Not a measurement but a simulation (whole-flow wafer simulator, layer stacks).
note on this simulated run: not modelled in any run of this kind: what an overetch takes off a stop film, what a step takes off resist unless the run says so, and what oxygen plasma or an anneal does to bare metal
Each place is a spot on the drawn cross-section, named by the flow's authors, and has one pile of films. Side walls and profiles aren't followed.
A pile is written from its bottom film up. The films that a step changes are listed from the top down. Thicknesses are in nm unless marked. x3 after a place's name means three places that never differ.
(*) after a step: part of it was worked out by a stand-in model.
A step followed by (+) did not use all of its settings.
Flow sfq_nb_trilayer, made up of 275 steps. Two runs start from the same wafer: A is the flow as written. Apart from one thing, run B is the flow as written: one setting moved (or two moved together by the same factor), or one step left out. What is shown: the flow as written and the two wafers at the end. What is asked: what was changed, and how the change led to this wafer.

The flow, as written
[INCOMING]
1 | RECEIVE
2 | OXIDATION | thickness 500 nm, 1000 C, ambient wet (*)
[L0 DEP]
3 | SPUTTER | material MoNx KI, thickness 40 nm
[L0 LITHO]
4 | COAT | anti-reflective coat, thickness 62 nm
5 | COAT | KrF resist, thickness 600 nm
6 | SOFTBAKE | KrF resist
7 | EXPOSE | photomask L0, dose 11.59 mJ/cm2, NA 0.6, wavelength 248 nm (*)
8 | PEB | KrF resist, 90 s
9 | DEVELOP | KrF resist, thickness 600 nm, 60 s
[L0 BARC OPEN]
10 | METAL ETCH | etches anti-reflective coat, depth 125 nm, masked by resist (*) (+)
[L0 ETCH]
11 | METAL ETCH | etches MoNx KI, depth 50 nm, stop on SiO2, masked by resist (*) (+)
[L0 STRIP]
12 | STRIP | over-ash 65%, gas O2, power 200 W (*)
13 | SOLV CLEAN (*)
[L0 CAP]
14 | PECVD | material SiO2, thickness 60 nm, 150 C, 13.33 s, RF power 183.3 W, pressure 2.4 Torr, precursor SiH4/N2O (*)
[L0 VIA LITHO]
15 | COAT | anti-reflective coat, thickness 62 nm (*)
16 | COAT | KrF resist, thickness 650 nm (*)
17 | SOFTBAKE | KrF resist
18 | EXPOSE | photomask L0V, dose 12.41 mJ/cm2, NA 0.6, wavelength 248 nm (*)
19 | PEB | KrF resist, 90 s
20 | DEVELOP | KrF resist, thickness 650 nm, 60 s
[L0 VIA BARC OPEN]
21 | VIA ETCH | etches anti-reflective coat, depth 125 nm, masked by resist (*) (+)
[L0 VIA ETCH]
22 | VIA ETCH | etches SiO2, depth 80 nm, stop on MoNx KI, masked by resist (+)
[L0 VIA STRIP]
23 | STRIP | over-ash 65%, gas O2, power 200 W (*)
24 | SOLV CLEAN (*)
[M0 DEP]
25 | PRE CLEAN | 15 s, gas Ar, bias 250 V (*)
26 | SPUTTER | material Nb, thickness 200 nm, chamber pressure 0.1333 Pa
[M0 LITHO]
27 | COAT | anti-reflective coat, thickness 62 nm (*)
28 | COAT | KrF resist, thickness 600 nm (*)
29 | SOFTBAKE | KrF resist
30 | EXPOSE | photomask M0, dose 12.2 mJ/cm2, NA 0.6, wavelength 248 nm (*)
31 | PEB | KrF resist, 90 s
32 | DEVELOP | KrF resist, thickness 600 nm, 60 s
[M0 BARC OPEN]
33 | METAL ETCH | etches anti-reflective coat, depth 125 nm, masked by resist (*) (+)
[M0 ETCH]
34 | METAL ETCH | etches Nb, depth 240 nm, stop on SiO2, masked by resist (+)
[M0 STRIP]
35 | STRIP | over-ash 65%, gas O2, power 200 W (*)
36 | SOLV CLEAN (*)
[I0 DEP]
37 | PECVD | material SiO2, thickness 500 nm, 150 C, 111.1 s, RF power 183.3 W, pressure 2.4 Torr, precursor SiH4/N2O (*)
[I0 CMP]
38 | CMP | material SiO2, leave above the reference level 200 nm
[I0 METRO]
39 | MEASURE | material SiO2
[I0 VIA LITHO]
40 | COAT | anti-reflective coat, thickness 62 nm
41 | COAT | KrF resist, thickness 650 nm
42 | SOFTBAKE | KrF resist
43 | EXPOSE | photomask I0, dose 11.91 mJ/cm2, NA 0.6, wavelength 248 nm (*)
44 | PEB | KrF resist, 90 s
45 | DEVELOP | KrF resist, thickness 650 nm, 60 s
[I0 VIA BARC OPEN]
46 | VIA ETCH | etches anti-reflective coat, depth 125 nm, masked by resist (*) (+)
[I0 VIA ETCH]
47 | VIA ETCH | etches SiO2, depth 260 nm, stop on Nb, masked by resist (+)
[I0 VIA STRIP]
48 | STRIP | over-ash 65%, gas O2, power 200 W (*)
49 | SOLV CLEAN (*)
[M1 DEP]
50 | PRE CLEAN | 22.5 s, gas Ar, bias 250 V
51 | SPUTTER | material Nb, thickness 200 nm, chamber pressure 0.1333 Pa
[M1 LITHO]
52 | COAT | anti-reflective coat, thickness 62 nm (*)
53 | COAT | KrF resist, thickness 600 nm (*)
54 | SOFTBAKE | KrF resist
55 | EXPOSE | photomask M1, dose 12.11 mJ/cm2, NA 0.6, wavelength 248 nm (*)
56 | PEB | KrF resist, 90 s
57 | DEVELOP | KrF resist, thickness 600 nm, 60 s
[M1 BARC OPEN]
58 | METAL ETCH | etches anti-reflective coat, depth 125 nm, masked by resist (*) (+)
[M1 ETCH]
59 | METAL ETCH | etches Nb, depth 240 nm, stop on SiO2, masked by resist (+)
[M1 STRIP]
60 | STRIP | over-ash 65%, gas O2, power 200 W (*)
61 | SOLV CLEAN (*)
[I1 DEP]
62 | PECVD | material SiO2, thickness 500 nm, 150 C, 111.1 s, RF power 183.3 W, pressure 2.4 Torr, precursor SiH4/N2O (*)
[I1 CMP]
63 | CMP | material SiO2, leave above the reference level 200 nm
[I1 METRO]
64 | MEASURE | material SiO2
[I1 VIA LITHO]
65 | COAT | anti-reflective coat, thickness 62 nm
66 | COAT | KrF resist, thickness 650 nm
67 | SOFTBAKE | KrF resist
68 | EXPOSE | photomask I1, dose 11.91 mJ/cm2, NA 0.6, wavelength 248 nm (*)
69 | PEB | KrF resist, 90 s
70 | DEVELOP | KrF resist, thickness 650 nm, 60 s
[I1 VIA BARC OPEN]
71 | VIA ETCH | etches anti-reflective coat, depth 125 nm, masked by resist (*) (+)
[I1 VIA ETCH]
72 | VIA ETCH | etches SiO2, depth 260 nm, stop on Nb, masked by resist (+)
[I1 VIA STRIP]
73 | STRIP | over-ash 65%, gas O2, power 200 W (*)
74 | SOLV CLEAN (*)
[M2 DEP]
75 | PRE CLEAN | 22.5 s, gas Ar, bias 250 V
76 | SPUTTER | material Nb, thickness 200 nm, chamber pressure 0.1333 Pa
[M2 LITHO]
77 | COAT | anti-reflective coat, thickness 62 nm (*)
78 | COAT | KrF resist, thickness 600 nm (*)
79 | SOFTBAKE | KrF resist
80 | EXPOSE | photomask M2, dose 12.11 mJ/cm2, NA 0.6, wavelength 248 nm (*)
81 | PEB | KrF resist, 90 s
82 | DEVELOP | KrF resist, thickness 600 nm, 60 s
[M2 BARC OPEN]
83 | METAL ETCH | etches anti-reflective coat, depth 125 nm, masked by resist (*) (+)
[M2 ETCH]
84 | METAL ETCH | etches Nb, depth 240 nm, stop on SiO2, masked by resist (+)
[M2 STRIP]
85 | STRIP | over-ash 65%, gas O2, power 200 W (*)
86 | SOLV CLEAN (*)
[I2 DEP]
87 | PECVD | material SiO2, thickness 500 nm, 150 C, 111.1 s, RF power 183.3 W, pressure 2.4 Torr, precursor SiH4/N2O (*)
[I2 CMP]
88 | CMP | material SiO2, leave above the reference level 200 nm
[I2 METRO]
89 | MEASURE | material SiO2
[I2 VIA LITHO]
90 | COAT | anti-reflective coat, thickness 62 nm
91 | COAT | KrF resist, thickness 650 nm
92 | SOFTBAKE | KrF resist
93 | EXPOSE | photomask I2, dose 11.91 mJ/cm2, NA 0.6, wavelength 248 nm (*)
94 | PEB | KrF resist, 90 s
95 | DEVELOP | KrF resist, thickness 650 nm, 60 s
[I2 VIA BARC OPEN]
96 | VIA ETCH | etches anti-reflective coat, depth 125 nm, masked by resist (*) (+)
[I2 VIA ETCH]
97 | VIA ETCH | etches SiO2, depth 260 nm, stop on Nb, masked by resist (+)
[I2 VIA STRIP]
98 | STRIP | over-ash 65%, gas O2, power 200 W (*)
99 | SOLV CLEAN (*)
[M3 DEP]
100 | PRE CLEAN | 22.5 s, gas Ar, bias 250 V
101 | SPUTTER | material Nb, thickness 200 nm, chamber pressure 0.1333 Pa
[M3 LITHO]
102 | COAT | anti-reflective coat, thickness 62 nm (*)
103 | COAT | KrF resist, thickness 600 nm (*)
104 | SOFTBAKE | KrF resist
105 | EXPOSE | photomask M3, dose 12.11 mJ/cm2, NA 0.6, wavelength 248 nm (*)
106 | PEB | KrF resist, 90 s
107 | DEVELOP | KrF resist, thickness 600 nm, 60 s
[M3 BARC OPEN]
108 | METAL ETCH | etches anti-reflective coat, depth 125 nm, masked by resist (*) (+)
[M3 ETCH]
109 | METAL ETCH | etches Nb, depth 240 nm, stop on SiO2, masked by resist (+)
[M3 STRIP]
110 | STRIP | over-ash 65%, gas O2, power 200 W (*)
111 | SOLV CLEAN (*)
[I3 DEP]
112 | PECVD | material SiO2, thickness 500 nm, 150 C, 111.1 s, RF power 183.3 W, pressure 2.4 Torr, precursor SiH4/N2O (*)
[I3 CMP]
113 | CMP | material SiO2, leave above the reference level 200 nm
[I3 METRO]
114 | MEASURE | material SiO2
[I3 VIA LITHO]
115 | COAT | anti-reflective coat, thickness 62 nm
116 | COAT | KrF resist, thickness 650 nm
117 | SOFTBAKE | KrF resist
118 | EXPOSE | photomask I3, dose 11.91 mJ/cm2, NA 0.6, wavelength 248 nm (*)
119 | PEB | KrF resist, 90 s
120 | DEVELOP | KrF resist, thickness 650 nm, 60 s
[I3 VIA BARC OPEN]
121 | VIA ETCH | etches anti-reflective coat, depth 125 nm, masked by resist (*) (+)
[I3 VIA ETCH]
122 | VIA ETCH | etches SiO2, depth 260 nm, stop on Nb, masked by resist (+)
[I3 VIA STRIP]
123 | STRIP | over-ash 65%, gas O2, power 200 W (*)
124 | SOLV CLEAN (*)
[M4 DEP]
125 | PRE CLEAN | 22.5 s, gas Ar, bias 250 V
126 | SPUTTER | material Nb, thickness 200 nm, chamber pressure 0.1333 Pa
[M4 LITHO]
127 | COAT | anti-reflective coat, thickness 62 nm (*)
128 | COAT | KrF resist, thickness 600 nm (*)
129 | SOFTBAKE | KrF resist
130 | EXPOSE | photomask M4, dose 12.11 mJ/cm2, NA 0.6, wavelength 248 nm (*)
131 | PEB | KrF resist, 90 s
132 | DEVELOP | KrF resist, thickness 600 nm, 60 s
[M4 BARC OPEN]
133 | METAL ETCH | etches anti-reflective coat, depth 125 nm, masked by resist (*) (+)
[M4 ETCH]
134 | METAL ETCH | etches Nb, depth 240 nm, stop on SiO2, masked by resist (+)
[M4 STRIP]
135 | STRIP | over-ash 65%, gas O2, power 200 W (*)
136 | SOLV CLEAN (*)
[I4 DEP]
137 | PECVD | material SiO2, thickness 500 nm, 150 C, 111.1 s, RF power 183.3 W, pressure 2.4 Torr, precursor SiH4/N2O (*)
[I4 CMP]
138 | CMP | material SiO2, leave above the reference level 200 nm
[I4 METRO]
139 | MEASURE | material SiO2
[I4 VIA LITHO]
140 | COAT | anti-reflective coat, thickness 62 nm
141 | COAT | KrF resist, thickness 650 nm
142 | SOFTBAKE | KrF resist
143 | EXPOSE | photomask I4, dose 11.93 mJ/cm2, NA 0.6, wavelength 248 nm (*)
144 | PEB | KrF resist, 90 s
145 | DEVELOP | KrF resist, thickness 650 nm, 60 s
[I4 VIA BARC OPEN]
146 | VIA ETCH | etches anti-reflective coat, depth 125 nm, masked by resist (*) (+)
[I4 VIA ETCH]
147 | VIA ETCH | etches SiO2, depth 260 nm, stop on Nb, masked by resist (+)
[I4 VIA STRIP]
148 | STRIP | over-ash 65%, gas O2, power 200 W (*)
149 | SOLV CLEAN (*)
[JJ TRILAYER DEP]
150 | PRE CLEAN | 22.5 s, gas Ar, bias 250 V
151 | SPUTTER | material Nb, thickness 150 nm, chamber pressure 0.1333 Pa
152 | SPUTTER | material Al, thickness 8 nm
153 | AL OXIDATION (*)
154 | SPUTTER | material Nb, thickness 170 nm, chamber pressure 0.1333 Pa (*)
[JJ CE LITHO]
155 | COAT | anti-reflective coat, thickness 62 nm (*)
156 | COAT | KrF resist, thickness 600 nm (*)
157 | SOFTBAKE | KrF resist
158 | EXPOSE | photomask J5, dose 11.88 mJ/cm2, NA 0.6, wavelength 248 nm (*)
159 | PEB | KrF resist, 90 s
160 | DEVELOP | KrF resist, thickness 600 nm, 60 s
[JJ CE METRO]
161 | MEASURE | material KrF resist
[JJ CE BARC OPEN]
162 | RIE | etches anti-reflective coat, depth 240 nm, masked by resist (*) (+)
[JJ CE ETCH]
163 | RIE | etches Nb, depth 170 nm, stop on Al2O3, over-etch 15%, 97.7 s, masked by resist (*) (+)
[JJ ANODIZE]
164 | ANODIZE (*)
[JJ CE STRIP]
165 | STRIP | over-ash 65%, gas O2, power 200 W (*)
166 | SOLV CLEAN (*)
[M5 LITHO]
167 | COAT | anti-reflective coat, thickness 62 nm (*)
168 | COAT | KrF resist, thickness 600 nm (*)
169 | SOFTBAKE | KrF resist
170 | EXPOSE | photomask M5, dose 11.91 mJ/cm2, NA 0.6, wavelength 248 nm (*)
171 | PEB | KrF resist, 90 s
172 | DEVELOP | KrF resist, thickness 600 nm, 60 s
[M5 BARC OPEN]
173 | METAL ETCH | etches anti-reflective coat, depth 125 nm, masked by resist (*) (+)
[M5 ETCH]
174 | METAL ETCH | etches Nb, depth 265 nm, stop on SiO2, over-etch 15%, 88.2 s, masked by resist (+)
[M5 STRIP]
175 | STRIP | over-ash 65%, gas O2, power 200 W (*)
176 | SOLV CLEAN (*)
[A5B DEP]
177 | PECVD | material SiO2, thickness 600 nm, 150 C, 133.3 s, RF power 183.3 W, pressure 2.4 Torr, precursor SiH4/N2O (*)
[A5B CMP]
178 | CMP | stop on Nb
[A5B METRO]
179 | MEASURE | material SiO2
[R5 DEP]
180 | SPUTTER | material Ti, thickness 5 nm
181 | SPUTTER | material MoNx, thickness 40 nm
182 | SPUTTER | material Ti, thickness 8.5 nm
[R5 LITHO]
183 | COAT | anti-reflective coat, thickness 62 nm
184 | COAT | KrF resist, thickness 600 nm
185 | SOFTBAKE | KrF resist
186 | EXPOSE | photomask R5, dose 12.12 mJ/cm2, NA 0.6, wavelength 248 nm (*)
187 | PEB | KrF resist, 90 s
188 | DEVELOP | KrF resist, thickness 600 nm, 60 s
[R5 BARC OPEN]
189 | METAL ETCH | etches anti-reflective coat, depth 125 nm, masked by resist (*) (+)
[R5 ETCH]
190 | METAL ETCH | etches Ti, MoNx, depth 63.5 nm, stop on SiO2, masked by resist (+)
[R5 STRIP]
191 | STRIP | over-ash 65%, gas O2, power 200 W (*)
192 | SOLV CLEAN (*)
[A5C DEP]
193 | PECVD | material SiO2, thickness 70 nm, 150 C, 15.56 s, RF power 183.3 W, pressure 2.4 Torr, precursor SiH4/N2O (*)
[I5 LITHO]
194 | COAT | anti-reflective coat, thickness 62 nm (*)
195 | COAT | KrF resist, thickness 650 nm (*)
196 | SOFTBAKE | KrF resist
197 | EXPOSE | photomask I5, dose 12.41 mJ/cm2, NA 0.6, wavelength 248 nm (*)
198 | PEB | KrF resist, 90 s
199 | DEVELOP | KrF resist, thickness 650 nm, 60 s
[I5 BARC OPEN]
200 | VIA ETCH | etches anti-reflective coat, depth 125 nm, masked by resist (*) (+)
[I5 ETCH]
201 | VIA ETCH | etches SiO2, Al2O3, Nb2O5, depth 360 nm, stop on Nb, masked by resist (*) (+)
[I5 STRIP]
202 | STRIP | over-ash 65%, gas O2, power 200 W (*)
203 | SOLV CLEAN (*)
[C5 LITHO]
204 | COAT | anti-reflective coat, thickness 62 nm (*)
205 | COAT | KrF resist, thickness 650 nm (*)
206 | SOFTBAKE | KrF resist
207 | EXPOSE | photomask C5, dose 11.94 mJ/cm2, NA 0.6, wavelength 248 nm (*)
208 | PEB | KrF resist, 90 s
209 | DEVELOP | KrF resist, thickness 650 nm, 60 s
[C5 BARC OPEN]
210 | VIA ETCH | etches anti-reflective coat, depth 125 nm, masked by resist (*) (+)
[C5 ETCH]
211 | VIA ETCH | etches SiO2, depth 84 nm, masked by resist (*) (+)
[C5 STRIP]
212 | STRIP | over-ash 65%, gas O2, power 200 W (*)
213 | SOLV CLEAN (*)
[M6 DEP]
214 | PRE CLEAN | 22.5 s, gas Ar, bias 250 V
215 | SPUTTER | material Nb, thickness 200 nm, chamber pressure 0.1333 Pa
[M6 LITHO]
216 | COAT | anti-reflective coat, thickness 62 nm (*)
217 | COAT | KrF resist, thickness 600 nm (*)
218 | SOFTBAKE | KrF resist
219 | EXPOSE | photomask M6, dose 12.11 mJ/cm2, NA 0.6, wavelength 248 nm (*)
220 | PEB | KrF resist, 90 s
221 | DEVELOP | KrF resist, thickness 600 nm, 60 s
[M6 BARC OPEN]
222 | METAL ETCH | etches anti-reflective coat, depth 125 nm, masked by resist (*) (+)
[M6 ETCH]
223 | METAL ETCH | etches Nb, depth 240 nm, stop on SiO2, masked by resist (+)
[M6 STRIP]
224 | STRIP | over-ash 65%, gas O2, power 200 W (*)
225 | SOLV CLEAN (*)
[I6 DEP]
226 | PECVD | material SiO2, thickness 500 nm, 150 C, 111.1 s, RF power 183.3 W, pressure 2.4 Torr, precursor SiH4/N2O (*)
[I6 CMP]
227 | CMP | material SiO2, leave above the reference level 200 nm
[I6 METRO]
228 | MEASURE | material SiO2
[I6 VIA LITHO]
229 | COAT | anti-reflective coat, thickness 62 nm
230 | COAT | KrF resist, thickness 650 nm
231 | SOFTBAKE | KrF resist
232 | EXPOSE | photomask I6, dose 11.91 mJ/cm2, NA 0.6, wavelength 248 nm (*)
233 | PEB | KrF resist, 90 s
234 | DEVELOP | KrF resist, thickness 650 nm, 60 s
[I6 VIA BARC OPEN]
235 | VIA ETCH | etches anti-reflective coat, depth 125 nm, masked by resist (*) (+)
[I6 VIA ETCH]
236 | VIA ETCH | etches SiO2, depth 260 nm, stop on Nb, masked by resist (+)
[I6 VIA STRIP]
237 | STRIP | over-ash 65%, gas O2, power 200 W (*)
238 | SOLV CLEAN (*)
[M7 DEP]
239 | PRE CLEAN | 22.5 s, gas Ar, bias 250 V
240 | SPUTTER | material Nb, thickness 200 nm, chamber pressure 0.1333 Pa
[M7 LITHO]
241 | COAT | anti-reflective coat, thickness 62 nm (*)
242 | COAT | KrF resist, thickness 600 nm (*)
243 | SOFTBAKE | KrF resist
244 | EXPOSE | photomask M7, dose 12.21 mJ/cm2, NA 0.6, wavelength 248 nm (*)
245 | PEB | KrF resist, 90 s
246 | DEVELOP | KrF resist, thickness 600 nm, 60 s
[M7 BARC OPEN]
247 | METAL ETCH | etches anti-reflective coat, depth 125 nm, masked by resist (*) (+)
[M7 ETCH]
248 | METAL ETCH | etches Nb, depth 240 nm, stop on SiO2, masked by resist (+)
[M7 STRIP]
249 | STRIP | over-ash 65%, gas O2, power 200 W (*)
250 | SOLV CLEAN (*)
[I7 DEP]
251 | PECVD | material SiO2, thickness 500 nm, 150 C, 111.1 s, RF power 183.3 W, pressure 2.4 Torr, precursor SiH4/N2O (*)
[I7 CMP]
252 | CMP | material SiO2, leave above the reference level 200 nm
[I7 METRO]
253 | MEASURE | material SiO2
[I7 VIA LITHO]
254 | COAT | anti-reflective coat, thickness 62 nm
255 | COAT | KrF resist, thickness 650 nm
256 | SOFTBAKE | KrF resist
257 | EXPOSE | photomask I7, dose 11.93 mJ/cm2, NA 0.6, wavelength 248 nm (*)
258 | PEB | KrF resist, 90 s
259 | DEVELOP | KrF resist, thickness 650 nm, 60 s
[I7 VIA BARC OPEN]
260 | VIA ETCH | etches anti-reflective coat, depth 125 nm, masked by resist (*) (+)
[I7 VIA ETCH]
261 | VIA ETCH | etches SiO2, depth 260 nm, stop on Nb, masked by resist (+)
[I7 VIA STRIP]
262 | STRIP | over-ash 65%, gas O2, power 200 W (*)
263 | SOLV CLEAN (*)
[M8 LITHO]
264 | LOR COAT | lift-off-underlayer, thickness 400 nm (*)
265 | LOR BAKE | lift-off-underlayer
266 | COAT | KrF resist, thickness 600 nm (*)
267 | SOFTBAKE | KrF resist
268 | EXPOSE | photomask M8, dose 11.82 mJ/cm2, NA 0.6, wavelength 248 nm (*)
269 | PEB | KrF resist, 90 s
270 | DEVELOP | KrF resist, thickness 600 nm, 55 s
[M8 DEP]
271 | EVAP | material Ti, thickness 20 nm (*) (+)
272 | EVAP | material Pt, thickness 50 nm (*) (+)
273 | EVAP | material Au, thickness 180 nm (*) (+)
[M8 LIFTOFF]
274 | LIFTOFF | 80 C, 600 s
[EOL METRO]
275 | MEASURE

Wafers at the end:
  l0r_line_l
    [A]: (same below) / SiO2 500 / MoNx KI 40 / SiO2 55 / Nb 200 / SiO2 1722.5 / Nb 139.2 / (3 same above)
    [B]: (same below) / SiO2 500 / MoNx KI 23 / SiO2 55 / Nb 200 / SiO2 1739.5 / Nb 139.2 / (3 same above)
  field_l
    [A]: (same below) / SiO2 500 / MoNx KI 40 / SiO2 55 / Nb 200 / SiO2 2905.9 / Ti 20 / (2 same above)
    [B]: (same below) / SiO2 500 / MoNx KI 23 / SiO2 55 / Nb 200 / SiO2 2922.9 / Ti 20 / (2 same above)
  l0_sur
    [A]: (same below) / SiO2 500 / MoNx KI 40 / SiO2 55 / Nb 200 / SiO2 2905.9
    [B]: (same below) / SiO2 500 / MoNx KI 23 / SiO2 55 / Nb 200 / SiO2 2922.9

The reason: step 3, SPUTTER: thickness 23 nm was run, while the flow as written has thickness 40 nm.
One can read it off the wafer: l0r_line_l has MoNx KI 23, and step 3 as written asks for 40 nm.

Step by step, how the change led to this:
  3 | SPUTTER | material MoNx KI, thickness 40 nm
      field_l, v_sur, via_wl and 103 more: A +40 MoNx KI (new film) | B +23 MoNx KI (new film)
  11 | METAL ETCH | etches MoNx KI, depth 50 nm, stop on SiO2, masked by resist (*) (+)
      v_sur, via_wl, via_w and 97 more: A -40 MoNx KI (all of it) | B -23 MoNx KI (all of it)
      field_l, l0_sur, l0v, l0r_line_l, l0r_line_c, l0r_line_r: A -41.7 KrF resist | B -28.8 KrF resist
  12 | STRIP | over-ash 65%, gas O2, power 200 W (*)
      field_l, l0_sur, l0v, l0r_line_l, l0r_line_c, l0r_line_r: A -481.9 KrF resist (all of it), -62 anti-reflective coat (all of it) | B -494.8 KrF resist (all of it), -62 anti-reflective coat (all of it)
  15 | COAT | anti-reflective coat, thickness 62 nm (*)
      field_l: A +56.7 anti-reflective coat (new film) | B +58.7 anti-reflective coat (new film)
      v_sur: A +72.2 anti-reflective coat (new film) | B +67.8 anti-reflective coat (new film)
      (and at 3 other places as well)
  23 | STRIP | over-ash 65%, gas O2, power 200 W (*)
      field_l: A -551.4 KrF resist (all of it), -56.7 anti-reflective coat (all of it) | B -555 KrF resist (all of it), -58.7 anti-reflective coat (all of it)
      v_sur: A -570.5 KrF resist (all of it), -72.2 anti-reflective coat (all of it) | B -565.8 KrF resist (all of it), -67.8 anti-reflective coat (all of it)
      (and at 3 other places as well)
  27 | COAT | anti-reflective coat, thickness 62 nm (*)
      field_l: A +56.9 anti-reflective coat (new film) | B +58.9 anti-reflective coat (new film)
      v_sur: A +72.3 anti-reflective coat (new film) | B +67.9 anti-reflective coat (new film)
      (and at 3 other places as well)
  35 | STRIP | over-ash 65%, gas O2, power 200 W (*)
      field_l: A -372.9 KrF resist (all of it), -56.9 anti-reflective coat (all of it) | B -376.9 KrF resist (all of it), -58.9 anti-reflective coat (all of it)
      v_sur: A -391.6 KrF resist (all of it), -72.3 anti-reflective coat (all of it) | B -387.6 KrF resist (all of it), -67.9 anti-reflective coat (all of it)
      (and at 3 other places as well)
  38 | CMP | material SiO2, leave above the reference level 200 nm
      field_l, l0_sur, l0r_line_l, l0r_line_c, l0r_line_r: A -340 SiO2 | B -323 SiO2
      l0v: A -277.8 SiO2 | B -260.8 SiO2
